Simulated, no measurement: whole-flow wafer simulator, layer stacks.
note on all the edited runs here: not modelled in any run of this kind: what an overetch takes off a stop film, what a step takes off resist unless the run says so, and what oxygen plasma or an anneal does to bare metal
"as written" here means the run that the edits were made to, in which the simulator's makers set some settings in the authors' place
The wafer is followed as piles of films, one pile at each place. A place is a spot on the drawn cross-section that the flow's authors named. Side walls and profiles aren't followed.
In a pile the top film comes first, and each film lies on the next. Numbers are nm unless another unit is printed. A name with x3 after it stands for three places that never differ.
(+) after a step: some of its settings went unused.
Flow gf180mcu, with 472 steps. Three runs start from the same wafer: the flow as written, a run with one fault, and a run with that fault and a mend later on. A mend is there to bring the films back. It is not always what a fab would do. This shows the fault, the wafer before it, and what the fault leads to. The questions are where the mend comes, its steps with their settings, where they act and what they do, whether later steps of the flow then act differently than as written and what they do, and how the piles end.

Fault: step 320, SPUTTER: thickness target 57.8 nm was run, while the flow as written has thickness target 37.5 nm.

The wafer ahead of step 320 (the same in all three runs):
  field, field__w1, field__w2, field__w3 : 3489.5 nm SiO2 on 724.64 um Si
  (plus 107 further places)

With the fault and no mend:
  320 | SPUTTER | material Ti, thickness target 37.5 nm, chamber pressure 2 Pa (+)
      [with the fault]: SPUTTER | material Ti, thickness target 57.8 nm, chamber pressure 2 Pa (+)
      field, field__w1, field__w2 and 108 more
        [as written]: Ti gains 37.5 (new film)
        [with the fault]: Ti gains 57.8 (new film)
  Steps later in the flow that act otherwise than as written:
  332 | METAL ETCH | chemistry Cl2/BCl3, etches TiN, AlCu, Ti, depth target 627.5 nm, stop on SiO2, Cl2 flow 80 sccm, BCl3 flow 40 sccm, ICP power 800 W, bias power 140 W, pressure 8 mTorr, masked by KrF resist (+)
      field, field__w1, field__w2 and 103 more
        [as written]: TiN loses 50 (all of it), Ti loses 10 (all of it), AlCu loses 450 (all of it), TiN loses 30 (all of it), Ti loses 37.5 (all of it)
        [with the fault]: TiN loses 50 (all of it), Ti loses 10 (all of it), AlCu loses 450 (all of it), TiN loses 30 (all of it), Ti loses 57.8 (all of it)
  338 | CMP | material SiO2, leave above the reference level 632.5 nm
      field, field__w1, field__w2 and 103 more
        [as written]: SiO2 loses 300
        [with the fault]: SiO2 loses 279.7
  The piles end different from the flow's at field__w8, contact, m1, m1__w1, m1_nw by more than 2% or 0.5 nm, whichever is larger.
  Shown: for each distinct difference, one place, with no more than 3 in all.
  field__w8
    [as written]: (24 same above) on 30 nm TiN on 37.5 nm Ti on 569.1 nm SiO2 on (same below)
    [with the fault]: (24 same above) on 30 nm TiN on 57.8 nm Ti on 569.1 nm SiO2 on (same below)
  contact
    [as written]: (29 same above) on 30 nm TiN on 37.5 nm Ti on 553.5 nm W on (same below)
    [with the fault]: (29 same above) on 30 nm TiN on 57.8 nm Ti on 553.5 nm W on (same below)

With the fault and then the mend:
  After step 320 comes the mend.
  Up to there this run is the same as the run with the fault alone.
  320a | METAL ETCH | chemistry Cl2/BCl3, etches TiN, AlCu, Ti, depth target 20.3 nm, Cl2 flow 80 sccm, BCl3 flow 40 sccm, ICP power 800 W, bias power 140 W, pressure 8 mTorr (the flow's step 260 again, with other settings)
      field, field__w1, field__w2 and 108 more
        Ti loses 20.3
  Every later step of the flow that is run acts as written at every place that is followed.
  By the end, the piles equal the flow's at every place that both follow.
